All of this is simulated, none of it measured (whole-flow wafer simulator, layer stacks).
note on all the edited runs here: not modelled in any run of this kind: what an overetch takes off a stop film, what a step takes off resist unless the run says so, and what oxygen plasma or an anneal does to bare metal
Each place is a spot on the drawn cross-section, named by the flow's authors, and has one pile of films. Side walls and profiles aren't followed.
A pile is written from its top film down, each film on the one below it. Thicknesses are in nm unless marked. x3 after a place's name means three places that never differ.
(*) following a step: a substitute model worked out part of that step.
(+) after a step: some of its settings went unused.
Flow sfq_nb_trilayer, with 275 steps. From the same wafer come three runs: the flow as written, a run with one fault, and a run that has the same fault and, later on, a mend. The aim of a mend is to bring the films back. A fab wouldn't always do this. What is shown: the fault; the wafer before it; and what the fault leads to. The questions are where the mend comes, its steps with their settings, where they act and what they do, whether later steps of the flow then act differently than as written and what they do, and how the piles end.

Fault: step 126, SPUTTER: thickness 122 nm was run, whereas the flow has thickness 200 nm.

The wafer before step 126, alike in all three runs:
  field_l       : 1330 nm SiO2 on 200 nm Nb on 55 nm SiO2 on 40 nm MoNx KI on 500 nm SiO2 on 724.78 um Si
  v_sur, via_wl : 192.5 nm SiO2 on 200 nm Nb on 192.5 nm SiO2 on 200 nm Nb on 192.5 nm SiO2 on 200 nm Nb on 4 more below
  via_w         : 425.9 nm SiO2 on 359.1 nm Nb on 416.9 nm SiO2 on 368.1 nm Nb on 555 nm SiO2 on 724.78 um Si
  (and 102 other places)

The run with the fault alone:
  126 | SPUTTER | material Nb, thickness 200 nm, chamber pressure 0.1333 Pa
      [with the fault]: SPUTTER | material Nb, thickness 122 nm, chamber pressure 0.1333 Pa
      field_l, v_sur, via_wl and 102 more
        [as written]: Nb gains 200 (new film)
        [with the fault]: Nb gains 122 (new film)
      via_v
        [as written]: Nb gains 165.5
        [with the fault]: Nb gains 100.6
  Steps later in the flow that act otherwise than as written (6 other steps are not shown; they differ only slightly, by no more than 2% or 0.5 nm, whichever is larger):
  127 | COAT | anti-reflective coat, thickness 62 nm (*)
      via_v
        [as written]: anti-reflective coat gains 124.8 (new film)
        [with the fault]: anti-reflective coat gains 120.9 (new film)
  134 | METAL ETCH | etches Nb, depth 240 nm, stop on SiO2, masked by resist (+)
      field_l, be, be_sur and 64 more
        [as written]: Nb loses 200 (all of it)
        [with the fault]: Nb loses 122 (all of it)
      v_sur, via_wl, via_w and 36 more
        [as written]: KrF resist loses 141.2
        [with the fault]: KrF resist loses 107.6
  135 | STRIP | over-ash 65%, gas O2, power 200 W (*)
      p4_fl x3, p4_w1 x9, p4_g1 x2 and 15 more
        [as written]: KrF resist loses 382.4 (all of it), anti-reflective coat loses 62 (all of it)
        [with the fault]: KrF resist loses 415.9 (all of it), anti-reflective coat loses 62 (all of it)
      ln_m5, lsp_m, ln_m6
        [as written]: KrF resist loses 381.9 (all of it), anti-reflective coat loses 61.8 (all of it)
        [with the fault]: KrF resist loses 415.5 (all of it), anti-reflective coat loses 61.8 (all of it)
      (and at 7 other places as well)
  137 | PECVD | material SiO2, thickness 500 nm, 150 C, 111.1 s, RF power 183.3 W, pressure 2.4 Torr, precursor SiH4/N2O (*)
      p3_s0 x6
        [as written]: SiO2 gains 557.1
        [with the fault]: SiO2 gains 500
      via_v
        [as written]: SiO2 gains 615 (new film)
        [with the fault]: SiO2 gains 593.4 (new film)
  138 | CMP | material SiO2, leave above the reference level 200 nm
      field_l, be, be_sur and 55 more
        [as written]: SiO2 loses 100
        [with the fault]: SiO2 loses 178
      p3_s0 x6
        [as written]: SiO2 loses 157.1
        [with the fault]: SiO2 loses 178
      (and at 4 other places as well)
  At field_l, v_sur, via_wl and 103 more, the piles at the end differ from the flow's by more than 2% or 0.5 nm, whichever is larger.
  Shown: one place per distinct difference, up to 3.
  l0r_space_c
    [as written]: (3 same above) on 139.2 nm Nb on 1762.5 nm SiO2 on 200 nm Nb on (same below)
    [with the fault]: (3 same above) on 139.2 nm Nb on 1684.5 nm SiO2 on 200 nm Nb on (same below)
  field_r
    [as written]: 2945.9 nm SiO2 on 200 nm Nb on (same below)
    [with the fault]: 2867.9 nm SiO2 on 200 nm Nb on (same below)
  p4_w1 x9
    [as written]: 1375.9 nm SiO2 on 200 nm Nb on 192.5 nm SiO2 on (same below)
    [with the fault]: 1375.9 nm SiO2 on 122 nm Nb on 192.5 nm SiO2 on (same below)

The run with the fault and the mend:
  The mend follows step 132.
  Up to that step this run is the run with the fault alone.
  132a | STRIP | over-ash 65%, gas O2, power 200 W (*)
      p3_s0 x6, p3_fr x3, wl_d_sl and 38 more
        anti-reflective coat loses 62 (all of it)
      p4_fl x3, p4_w1 x9, p4_g1 x2 and 15 more
        KrF resist loses 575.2 (all of it), anti-reflective coat loses 62 (all of it)
      moat, field_r, lsp_l, lsp_r, l0_sur, l0v
        anti-reflective coat loses 61.8 (all of it)
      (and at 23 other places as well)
  132b | SPUTTER | material Nb, thickness 78 nm, chamber pressure 0.1333 Pa (the flow's step 126, run once more with other settings)
      field_l, v_sur, via_wl and 102 more
        Nb gains 78
      via_v
        Nb gains 62.6
  132c | COAT | anti-reflective coat, thickness 62 nm (*) (the flow's step 127, run once more)
      p4_fl x3, p4_w1 x9, p4_g1 x2 and 63 more
        anti-reflective coat gains 62 (new film)
      moat, field_r, lsp_l and 6 more
        anti-reflective coat gains 61.8 (new film)
      be_r, r_sur, res, r_end
        anti-reflective coat gains 61.7 (new film)
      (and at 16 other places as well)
  132d | COAT | KrF resist, thickness 600 nm (*) (the flow's step 128, run once more)
      p4_fl x3, p4_w1 x9, p4_g1 x2 and 63 more
        KrF resist gains 600 (new film)
      field_r, lsp_l, ln_m5, lsp_m, l0v
        KrF resist gains 599.5 (new film)
      ln_m6, lsp_r, l0_sur
        KrF resist gains 599.6 (new film)
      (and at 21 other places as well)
  132e | SOFTBAKE | KrF resist (the flow's step 129, run once more)
      does not change any film at any place that is followed
  132f | EXPOSE | photomask M4, dose 12.11 mJ/cm2, NA 0.6, wavelength 248 nm (*) (the flow's step 130, run once more)
      does not change any film at any place that is followed
  132g | PEB | KrF resist, 90 s (the flow's step 131, run once more)
      field_l, v_sur, via_wl and 97 more
        KrF resist loses 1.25
      via_w, via_wr, via_sp, wire, be
        KrF resist loses 1.24
      via_v
        KrF resist loses 1.61
  132h | DEVELOP | KrF resist, thickness 600 nm, 60 s (the flow's step 132, run once more)
      p3_s0 x6, p3_fr x3, wl_d_sl and 38 more
        KrF resist loses 598.7 (all of it)
      v_sur, via_wl, via_w and 36 more
        KrF resist loses 23.5
      moat, field_r, lsp_l
        KrF resist loses 598.2 (all of it)
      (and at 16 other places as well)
  Every later step of the flow that is run acts as written, at every place that is followed, to within 2% or 0.5 nm, whichever is larger.
  At the end the piles are close to the flow's at the places that both follow, differing by at most 2% or 0.5 nm, whichever is larger.
